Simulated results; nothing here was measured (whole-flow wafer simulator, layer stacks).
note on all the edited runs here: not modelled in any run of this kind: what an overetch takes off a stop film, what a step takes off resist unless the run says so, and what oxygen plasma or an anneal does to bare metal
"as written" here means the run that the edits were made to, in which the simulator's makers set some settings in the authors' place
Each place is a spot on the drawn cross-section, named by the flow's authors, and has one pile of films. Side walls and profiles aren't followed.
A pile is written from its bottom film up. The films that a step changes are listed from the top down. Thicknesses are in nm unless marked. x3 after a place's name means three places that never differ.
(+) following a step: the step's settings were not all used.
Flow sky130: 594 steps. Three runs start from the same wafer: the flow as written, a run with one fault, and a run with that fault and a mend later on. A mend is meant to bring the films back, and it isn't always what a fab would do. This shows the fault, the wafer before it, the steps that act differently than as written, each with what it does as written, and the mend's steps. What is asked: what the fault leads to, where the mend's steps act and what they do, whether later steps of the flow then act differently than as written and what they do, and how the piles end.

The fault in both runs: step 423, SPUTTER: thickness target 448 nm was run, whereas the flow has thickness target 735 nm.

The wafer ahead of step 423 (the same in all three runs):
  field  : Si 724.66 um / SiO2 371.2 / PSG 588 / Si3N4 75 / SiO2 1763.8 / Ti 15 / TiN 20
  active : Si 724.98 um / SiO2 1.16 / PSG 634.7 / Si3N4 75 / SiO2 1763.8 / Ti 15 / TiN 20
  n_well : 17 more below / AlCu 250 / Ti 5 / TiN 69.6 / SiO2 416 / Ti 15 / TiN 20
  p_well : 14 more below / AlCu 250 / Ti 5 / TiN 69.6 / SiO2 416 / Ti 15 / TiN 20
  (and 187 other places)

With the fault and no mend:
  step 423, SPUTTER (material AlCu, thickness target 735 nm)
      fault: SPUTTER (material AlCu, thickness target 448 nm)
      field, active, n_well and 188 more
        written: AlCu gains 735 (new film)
        fault: AlCu gains 448 (new film)
  Later steps of the flow acting differently than as written (not shown: 7 more steps that differ only slightly, by at most 2% or 0.5 nm, whichever is larger):
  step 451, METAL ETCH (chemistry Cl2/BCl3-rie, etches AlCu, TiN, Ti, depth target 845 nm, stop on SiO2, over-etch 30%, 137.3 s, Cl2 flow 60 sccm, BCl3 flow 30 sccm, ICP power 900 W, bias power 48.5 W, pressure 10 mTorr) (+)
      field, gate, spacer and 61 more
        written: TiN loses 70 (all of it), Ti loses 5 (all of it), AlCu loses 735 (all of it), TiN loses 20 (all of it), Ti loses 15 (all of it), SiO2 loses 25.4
        fault: TiN loses 70 (all of it), Ti loses 5 (all of it), AlCu loses 448 (all of it), TiN loses 20 (all of it), Ti loses 15 (all of it), SiO2 loses 54
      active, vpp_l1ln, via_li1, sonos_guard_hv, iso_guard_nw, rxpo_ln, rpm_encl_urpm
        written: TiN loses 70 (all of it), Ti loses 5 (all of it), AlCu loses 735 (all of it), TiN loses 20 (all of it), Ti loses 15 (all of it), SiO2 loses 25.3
        fault: TiN loses 70 (all of it), Ti loses 5 (all of it), AlCu loses 448 (all of it), TiN loses 20 (all of it), Ti loses 15 (all of it), SiO2 loses 54
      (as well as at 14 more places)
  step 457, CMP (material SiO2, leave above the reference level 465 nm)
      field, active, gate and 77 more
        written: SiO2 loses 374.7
        fault: SiO2 loses 633
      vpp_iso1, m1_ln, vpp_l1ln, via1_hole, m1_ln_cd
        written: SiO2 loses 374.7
        fault: SiO2 loses 632.9
  At field, active, n_well and 190 more, the piles at the end differ from the flow's by more than 2% or 0.5 nm, whichever is larger.
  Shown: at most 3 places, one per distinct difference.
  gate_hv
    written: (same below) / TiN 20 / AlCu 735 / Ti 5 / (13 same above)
    fault: (same below) / TiN 20 / AlCu 448 / Ti 5 / (13 same above)
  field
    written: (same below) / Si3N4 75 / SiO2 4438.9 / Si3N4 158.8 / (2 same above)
    fault: (same below) / Si3N4 75 / SiO2 4151.9 / Si3N4 158.8 / (2 same above)
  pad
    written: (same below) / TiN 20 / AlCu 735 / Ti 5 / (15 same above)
    fault: (same below) / TiN 20 / AlCu 448 / Ti 5 / (15 same above)

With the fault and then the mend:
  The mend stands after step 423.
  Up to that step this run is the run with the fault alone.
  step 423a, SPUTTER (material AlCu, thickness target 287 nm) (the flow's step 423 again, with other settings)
      field, active, n_well and 188 more
        AlCu gains 287
  Later steps of the flow that are run all act as written at every place that is followed.
  The piles end the same as the flow's at every place that both follow.
